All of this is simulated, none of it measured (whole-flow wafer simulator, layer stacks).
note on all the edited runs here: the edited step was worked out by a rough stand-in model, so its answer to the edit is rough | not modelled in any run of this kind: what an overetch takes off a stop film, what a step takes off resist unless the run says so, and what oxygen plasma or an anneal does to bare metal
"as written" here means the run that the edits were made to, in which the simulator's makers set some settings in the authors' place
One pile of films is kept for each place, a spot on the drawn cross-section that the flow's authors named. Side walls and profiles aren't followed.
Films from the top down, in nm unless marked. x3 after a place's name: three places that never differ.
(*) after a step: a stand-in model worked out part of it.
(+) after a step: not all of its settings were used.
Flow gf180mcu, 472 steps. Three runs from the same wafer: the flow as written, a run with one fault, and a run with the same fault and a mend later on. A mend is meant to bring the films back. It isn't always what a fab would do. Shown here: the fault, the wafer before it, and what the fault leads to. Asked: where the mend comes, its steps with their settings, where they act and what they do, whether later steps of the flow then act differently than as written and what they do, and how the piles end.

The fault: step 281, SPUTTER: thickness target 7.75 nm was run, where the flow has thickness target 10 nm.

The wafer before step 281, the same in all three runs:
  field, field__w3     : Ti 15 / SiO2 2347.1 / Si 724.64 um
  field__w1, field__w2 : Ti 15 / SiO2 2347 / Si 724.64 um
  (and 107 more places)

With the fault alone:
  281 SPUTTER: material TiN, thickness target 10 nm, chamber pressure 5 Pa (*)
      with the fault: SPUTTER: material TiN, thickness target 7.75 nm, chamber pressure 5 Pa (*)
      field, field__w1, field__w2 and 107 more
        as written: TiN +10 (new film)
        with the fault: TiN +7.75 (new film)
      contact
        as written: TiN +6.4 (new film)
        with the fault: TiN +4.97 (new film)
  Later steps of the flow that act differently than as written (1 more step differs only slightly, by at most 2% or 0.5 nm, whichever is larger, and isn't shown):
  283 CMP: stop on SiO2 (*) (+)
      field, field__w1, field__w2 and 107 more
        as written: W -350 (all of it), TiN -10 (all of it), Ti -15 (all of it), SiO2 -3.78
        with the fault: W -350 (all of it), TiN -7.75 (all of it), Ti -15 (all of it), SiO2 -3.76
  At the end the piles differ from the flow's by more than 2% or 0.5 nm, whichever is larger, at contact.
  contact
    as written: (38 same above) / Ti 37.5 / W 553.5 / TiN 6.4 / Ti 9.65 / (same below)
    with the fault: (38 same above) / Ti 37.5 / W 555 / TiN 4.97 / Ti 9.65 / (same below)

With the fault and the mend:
  The mend comes after step 281.
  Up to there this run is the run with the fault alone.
  281a SPUTTER: material TiN, thickness target 2.25 nm, chamber pressure 5 Pa (*) (the flow's step 281 once more, with other settings)
      field, field__w1, field__w2 and 107 more
        TiN +2.25
      contact
        TiN +1.44
  No later step of the flow acts differently than as written at any place that is followed.
  At the end the piles are the same as the flow's at every place that both follow.
